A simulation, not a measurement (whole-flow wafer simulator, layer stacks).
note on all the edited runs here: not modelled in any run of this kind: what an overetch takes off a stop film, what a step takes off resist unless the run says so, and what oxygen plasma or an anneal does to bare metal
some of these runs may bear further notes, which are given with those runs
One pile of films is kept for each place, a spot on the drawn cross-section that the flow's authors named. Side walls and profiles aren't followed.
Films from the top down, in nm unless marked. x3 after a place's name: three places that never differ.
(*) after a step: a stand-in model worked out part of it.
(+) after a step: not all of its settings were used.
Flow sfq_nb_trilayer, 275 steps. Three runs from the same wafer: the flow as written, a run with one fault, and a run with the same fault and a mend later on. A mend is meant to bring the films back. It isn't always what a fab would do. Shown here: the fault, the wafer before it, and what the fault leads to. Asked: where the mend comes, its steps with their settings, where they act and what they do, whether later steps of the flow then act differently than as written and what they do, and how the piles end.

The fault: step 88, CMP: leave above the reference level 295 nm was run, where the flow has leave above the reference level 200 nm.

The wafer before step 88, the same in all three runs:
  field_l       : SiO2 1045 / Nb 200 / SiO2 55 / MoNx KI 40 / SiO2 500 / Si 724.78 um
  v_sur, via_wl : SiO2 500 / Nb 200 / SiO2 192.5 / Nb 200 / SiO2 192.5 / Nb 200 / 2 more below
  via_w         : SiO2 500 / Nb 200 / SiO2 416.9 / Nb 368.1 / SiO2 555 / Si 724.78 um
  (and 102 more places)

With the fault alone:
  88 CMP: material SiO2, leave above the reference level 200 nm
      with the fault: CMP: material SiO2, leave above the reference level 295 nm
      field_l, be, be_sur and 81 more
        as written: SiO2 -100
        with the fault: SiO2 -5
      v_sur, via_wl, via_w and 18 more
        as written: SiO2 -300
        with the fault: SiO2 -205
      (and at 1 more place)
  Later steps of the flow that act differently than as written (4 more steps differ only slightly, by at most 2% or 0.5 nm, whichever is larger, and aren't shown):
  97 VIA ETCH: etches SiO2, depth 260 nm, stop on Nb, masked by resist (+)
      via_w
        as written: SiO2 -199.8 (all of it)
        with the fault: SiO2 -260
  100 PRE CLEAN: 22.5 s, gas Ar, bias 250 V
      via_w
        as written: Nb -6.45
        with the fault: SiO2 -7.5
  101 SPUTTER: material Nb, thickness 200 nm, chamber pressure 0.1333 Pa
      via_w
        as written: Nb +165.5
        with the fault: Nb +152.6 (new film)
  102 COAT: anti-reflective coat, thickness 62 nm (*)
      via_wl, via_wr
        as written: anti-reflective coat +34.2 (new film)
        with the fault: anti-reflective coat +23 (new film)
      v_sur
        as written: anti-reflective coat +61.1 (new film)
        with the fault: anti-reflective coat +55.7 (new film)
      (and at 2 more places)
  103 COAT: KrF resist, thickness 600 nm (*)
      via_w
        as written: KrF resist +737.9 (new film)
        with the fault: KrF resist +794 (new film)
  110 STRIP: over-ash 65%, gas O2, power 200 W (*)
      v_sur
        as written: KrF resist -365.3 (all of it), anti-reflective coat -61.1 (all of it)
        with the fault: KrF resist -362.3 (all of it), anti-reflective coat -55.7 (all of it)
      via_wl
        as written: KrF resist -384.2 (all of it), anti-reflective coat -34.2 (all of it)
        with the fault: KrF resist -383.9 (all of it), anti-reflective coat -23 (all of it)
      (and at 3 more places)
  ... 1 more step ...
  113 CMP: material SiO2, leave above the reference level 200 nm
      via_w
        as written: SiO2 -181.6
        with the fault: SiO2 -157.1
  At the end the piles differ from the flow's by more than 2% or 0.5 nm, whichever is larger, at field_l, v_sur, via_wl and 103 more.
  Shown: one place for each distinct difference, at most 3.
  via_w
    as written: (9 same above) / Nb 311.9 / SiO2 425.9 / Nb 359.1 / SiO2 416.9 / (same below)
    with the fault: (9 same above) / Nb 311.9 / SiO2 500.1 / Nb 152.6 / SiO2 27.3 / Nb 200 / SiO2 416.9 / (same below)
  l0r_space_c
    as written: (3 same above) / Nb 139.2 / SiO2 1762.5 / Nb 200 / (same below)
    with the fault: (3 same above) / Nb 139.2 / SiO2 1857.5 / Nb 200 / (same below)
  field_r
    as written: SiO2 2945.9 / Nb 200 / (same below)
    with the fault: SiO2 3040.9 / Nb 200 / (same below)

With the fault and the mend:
  The mend comes after step 89.
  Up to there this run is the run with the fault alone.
  89a CMP: material SiO2, leave above the reference level 200 nm (the flow's step 88 once more)
      field_l, v_sur, via_wl and 103 more
        SiO2 -95
  No later step of the flow acts differently than as written at any place that is followed.
  At the end the piles are the same as the flow's at every place that both follow.
